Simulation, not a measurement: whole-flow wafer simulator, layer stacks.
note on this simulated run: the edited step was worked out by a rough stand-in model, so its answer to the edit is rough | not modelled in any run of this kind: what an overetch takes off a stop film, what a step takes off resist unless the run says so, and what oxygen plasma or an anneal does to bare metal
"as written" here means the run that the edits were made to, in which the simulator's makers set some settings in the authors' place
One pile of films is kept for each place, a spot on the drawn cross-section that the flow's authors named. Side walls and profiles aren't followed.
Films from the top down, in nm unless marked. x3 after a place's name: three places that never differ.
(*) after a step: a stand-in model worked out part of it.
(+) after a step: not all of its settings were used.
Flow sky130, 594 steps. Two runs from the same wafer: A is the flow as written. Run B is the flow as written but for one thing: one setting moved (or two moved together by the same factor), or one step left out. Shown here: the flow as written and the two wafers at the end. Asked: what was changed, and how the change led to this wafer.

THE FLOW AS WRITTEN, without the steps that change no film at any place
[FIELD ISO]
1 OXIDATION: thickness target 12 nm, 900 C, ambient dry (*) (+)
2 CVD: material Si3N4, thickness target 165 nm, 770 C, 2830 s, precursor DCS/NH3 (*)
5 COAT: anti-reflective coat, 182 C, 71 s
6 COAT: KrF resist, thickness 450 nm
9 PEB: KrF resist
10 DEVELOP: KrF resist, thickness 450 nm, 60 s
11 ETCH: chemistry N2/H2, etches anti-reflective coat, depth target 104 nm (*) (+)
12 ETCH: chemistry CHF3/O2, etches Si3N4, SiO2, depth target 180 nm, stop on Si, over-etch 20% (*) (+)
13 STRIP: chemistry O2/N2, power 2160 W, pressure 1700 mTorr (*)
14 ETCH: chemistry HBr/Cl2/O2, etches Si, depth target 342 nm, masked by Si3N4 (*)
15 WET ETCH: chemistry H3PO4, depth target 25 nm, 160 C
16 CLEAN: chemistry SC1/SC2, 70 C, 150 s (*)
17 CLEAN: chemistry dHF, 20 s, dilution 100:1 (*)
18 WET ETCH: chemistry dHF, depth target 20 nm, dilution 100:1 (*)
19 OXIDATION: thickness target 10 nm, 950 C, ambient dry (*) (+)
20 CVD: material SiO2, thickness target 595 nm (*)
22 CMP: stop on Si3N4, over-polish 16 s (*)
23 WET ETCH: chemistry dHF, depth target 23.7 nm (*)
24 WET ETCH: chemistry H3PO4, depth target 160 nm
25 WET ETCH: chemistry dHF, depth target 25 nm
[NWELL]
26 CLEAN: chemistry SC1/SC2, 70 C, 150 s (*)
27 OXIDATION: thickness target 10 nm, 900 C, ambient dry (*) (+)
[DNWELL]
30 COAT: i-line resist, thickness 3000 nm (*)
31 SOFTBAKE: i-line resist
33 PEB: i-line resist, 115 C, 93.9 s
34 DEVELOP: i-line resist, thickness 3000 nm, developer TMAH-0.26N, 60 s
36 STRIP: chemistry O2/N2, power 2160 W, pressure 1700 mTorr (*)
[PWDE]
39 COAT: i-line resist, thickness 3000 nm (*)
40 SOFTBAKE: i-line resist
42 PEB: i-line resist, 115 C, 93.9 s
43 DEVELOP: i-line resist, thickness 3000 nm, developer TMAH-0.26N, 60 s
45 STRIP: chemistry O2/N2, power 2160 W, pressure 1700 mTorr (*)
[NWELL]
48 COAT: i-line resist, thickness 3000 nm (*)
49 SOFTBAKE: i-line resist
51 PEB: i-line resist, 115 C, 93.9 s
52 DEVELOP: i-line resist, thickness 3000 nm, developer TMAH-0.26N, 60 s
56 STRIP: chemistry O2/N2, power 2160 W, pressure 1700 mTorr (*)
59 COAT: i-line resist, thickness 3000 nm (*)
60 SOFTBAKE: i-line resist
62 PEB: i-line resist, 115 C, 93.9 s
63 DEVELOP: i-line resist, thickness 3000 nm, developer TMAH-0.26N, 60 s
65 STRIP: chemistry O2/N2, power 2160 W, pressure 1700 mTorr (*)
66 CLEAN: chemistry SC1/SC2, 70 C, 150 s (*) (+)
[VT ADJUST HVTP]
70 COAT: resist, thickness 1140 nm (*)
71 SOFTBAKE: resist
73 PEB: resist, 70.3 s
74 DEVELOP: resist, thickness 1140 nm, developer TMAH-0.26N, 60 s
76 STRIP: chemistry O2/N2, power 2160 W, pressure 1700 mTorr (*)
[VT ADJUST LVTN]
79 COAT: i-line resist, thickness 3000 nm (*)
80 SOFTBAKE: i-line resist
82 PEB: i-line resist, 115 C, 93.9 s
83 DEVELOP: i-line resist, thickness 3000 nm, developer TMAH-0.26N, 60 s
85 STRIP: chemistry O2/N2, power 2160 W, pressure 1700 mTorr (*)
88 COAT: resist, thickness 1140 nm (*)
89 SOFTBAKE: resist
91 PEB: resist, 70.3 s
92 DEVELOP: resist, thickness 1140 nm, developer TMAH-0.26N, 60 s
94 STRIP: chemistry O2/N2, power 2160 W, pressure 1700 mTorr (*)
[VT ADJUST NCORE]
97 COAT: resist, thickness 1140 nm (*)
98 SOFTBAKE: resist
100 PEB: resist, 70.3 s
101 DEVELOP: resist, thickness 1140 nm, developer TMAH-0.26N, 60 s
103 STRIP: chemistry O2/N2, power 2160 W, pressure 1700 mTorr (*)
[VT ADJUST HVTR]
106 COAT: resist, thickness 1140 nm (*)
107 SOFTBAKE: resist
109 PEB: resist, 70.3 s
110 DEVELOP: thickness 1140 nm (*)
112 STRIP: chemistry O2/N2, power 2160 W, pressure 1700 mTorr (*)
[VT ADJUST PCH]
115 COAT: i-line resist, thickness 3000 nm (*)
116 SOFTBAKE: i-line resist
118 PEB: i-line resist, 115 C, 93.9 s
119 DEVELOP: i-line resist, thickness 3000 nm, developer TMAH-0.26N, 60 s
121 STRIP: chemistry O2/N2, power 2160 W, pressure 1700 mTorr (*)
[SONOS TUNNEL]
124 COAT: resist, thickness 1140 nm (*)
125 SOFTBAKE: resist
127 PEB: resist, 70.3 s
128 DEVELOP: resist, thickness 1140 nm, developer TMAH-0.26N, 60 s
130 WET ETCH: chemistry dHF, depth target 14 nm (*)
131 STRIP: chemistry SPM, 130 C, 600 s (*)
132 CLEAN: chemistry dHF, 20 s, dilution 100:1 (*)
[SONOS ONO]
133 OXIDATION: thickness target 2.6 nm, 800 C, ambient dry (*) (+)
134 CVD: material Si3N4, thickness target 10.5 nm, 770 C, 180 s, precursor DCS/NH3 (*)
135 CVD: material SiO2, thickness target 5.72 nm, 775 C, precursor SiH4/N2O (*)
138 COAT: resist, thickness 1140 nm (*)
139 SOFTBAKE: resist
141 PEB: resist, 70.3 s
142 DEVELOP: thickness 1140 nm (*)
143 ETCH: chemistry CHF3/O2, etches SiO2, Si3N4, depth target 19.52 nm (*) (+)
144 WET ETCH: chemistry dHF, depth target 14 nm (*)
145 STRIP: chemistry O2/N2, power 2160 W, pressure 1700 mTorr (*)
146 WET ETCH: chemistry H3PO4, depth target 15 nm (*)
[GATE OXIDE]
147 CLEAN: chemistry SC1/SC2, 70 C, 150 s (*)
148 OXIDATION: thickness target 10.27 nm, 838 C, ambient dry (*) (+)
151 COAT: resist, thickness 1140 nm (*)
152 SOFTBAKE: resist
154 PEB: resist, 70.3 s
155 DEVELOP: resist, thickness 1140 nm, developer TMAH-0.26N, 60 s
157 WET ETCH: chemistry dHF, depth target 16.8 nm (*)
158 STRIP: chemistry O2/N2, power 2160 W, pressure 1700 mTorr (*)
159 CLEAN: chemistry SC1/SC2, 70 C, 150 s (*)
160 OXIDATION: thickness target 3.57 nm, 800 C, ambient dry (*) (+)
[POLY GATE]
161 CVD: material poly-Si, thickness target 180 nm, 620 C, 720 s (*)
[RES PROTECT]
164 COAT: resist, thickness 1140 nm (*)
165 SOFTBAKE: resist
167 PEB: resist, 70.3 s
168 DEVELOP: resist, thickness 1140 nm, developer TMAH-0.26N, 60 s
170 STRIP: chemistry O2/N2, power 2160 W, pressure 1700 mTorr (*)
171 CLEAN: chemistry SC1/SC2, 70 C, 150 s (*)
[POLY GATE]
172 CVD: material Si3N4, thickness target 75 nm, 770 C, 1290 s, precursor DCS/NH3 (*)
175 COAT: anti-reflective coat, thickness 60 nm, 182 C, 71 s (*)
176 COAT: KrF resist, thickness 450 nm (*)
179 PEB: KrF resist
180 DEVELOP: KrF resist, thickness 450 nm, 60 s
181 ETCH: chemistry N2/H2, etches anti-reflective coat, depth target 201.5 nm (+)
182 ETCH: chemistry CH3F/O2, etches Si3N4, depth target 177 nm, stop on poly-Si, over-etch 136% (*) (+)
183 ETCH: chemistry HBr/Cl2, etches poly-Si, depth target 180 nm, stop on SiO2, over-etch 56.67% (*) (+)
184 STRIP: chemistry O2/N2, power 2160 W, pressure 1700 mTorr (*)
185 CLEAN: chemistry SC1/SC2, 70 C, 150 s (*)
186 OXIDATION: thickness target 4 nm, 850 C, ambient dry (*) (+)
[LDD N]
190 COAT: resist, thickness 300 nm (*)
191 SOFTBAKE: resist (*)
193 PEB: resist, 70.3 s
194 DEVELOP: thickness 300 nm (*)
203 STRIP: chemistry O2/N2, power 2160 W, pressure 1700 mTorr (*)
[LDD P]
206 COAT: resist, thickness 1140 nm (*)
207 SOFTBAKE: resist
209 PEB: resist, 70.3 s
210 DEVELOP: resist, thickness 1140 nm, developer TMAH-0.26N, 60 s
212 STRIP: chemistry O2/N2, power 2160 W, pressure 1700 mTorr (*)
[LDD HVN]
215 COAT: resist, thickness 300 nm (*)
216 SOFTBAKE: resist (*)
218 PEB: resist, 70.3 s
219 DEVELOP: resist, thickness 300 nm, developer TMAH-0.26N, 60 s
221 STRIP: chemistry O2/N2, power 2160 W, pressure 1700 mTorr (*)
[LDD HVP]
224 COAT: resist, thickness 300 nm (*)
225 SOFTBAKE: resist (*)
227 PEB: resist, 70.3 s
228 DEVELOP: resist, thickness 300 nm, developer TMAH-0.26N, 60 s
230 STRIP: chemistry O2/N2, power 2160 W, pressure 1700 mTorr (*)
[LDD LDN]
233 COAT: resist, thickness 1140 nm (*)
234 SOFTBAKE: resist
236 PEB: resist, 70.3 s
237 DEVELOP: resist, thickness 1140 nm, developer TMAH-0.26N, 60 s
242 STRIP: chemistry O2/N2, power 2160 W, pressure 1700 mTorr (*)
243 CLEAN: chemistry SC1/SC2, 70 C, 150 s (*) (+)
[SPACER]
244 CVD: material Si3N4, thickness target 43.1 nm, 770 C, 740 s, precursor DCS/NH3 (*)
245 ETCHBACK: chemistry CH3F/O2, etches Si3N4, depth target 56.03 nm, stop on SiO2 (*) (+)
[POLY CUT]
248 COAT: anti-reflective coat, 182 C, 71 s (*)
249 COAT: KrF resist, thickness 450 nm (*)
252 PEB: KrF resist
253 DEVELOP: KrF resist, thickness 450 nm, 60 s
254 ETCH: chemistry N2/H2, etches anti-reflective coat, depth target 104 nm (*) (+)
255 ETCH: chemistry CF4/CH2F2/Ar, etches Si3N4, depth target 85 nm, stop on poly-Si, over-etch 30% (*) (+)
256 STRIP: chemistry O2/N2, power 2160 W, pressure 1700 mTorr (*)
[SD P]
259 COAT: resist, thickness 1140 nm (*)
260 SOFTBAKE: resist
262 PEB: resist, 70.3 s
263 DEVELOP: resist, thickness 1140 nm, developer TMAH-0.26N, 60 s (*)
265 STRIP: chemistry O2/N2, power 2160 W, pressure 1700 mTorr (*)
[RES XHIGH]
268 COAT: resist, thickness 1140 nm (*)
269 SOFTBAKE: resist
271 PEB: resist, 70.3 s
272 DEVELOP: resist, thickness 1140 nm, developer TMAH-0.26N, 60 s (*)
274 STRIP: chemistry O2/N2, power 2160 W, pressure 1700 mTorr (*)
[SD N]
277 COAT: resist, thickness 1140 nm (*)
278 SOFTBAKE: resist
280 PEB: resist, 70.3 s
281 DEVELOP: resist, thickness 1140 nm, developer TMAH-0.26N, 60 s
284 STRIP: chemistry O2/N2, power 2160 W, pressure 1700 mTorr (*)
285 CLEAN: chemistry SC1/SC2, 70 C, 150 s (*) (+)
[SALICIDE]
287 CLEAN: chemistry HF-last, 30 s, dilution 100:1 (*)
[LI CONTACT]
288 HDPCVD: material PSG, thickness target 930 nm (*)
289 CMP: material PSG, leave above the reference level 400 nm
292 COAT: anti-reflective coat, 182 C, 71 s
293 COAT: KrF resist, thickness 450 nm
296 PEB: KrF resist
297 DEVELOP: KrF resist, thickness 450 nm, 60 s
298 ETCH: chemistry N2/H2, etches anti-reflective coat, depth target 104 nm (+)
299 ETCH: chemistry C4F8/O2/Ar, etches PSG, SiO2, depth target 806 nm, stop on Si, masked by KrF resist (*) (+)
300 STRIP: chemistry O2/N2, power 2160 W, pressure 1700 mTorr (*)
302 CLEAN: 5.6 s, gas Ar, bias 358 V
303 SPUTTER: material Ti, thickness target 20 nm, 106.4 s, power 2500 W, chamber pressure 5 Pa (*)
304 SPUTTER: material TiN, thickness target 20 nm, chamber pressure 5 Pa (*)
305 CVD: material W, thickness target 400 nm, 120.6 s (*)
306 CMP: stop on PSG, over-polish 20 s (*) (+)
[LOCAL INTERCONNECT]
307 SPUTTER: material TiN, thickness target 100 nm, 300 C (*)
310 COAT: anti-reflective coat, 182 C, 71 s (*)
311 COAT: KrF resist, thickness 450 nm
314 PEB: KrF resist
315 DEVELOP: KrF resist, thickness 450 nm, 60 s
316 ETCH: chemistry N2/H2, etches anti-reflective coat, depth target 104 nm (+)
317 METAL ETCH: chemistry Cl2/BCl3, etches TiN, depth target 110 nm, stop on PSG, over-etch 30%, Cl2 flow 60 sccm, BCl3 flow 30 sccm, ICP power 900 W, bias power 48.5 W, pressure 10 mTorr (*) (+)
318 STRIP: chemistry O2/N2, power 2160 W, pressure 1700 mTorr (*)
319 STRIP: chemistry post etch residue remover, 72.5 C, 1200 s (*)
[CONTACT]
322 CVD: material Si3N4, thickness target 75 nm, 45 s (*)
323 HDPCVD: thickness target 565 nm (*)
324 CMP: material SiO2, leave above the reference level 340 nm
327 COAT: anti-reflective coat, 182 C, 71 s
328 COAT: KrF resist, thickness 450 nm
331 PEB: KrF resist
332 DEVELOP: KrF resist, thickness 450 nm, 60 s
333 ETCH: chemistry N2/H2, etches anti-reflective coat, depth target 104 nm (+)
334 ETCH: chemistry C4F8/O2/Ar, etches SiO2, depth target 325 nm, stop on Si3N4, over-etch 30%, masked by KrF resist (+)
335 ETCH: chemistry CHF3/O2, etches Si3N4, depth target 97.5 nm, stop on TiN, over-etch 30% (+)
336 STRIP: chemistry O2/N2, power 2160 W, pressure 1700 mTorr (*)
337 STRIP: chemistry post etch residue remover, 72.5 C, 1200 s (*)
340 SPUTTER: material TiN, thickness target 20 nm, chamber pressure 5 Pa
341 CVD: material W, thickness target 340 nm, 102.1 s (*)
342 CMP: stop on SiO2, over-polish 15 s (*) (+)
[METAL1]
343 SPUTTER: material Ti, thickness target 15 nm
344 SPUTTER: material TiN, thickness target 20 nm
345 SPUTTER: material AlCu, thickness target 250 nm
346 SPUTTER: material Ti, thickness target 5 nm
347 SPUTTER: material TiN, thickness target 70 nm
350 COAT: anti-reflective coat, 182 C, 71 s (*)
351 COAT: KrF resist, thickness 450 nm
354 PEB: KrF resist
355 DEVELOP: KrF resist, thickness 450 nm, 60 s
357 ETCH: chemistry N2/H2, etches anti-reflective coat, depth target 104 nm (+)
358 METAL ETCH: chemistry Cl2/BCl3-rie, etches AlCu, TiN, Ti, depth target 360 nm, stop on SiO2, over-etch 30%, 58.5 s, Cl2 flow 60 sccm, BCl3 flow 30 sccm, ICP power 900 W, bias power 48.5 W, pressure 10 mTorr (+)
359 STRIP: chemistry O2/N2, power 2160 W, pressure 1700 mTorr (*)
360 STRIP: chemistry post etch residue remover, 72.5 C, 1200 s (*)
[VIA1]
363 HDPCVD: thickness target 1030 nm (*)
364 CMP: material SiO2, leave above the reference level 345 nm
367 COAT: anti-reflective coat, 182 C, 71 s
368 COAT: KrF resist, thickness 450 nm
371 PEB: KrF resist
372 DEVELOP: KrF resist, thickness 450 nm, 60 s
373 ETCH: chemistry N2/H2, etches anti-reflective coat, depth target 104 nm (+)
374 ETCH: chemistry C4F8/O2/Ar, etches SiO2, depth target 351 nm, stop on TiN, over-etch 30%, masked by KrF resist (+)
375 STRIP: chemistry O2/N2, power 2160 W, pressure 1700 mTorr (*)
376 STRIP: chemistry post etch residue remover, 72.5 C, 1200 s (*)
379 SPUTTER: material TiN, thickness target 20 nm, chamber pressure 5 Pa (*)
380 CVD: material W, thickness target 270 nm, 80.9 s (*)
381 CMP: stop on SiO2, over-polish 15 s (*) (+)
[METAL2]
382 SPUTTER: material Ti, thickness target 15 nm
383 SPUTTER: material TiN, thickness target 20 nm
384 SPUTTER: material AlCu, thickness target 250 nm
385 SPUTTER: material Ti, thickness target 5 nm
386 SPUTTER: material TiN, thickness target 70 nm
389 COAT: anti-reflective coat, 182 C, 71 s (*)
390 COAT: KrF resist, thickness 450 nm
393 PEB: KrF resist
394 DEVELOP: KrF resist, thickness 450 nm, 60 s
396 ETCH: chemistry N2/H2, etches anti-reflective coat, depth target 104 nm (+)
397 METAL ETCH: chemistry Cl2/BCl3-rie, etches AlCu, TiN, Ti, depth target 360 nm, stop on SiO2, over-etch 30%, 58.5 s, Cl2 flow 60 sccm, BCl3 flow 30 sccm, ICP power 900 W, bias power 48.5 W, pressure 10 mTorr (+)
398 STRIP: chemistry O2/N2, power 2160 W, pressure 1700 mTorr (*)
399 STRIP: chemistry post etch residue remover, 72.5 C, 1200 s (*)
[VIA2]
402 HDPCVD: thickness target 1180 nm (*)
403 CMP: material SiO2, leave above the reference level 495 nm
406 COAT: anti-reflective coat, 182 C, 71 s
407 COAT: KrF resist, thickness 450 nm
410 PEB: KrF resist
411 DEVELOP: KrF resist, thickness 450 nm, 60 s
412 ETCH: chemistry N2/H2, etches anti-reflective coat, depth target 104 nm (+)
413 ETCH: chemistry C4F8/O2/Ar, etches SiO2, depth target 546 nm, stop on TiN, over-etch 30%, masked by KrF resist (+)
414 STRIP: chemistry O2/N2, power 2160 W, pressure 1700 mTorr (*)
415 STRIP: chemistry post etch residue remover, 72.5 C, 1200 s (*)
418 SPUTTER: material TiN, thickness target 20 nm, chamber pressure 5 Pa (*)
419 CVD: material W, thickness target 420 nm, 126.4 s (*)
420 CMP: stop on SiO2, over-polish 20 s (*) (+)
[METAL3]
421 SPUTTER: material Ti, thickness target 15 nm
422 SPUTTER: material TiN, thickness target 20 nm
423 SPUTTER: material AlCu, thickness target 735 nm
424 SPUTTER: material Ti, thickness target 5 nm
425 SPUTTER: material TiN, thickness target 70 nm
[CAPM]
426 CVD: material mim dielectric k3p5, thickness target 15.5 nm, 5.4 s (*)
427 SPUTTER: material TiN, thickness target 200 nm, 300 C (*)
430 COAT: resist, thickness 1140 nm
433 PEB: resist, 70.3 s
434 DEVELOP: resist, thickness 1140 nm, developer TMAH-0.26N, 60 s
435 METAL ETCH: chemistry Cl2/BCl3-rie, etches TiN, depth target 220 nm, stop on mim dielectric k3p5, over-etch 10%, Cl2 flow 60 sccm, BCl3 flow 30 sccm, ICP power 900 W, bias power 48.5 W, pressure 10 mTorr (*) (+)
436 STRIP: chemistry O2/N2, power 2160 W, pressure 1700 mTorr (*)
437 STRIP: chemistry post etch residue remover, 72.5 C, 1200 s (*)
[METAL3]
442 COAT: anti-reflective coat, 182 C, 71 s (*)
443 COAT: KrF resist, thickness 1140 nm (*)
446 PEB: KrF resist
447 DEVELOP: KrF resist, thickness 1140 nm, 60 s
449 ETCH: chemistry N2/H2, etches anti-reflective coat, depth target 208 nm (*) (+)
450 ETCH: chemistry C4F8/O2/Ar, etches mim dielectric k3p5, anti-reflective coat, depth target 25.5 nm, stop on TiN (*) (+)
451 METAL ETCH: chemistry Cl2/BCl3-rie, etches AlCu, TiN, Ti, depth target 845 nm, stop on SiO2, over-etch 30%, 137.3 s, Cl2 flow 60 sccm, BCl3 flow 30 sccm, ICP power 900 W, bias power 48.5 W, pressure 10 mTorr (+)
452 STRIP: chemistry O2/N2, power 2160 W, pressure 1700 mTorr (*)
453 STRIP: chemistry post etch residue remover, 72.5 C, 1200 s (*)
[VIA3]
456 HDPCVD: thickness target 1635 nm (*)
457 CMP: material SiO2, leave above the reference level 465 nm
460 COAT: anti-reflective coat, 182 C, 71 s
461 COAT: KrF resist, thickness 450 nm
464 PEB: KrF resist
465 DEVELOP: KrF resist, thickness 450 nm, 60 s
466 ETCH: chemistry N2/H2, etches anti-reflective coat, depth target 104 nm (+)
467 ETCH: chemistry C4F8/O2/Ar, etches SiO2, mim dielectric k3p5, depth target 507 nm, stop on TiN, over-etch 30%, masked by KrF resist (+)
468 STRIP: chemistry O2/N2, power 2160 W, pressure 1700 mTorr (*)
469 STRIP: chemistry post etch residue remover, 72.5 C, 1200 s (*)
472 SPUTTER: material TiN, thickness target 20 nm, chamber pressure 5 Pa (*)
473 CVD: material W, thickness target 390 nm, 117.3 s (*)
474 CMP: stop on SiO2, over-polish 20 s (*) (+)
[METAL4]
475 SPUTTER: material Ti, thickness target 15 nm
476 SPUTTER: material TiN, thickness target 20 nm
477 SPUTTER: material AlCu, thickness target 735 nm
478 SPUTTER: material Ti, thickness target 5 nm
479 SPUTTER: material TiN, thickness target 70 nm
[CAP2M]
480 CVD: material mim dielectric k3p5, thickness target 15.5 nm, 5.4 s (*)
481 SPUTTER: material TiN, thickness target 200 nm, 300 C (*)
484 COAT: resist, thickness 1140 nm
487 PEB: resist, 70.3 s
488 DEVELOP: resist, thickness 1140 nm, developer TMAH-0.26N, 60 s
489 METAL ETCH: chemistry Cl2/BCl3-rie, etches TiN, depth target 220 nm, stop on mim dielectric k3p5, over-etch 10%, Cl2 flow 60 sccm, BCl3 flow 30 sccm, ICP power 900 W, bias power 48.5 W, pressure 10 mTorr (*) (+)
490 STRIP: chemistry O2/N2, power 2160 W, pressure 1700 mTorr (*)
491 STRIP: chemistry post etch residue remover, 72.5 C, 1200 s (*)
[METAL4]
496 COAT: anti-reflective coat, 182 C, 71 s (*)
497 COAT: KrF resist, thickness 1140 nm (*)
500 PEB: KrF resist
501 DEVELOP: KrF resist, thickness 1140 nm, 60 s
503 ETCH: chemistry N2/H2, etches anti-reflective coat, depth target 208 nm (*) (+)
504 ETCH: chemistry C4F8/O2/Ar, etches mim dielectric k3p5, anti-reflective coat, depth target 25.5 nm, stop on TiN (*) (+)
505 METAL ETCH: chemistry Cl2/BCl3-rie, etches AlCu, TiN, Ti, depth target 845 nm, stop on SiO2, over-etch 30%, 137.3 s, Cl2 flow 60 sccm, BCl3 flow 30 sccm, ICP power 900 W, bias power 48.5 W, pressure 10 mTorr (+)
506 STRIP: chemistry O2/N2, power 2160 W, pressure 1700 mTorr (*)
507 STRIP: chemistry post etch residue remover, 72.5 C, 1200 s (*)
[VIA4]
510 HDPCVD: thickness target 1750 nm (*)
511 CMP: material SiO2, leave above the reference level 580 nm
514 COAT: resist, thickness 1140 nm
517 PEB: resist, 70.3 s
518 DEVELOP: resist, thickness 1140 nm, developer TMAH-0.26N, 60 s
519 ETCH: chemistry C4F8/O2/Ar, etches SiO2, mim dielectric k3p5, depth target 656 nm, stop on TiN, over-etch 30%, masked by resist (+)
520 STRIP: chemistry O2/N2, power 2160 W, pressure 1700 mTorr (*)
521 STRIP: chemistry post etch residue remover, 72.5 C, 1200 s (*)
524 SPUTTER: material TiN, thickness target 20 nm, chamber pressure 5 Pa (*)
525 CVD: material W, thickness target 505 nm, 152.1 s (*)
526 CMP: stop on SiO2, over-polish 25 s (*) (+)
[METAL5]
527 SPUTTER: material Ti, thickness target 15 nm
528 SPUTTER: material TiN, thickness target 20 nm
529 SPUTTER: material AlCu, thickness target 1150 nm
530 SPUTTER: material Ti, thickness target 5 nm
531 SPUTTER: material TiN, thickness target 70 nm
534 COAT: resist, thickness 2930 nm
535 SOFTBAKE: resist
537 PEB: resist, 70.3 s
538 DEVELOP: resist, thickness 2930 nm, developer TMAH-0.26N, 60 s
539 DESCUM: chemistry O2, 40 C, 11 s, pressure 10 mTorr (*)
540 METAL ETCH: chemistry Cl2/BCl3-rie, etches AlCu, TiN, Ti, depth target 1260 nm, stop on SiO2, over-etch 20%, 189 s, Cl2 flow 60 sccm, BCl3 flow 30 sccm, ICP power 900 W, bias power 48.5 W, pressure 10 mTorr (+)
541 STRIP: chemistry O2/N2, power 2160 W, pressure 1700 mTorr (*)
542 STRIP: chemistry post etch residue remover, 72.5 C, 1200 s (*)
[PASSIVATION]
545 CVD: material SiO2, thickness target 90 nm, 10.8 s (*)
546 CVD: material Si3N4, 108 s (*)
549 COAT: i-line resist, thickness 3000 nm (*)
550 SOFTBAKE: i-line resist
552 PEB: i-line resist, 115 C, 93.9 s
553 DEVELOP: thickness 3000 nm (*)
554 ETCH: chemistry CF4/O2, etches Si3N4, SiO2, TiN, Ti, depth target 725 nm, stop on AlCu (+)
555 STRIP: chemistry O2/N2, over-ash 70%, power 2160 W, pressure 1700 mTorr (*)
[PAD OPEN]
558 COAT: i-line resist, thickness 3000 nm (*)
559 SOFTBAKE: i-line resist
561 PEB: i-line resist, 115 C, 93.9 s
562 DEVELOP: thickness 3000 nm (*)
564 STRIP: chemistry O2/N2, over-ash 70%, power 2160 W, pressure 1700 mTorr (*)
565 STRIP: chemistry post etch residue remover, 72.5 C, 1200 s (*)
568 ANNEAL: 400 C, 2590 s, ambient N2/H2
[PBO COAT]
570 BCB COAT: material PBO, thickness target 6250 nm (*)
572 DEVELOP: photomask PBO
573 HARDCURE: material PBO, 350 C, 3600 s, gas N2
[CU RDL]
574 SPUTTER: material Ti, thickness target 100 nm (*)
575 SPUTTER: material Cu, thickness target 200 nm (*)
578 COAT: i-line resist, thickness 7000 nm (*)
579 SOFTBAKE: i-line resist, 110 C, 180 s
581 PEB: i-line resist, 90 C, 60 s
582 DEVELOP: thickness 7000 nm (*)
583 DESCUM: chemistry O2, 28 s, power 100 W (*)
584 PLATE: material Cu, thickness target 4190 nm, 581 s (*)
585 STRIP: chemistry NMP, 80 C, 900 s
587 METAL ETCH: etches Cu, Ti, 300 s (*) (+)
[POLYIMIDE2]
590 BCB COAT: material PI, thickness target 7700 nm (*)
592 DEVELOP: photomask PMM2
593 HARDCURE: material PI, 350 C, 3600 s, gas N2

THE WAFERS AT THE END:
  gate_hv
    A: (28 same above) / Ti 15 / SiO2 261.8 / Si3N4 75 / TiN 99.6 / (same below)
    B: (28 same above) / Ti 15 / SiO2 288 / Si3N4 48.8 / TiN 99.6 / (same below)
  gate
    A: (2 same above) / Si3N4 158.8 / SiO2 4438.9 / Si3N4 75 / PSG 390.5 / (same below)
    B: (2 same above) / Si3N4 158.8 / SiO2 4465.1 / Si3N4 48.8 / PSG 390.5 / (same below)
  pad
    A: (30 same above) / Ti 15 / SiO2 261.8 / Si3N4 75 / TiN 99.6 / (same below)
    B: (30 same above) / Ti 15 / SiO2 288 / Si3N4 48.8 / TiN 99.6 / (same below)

The cause: step 322, CVD: thickness target 48.8 nm was run, where the flow has thickness target 75 nm; step 322, CVD: 29.2 s was run, where the flow has 45 s.
It can be read off the wafer: gate_hv has Si3N4 48.8, and step 322 as written asks for 75 nm.

How the change led to this, step by step:
  322 CVD: material Si3N4, thickness target 75 nm, 45 s (*)
      field, active, n_well and 188 more: A Si3N4 +75 (new film) | B Si3N4 +48.8 (new film)
  324 CMP: material SiO2, leave above the reference level 340 nm
      n_well, p_well, gate_hv and 93 more: A SiO2 -300 | B SiO2 -273.8
      field, active, gate and 88 more: A SiO2 -200.4 | B SiO2 -174.2
      (and at 4 more places)
  334 ETCH: chemistry C4F8/O2/Ar, etches SiO2, depth target 325 nm, stop on Si3N4, over-etch 30%, masked by KrF resist (+)
      poly_licon, ndiff_licon, ndiff_licon_cpp, rpo_hd_licon: A SiO2 -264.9 (all of it) | B SiO2 -291.1 (all of it)
  335 ETCH: chemistry CHF3/O2, etches Si3N4, depth target 97.5 nm, stop on TiN, over-etch 30% (+)
      field, active, n_well and 184 more: A KrF resist -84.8 | B KrF resist -55.2
      poly_licon, ndiff_licon, ndiff_licon_cpp, rpo_hd_licon: A Si3N4 -75 (all of it) | B Si3N4 -48.8 (all of it)
  336 STRIP: chemistry O2/N2, power 2160 W, pressure 1700 mTorr (*)
      field, active, n_well and 184 more: A KrF resist -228 (all of it), anti-reflective coat -80 (all of it) | B KrF resist -257.7 (all of it), anti-reflective coat -80 (all of it)
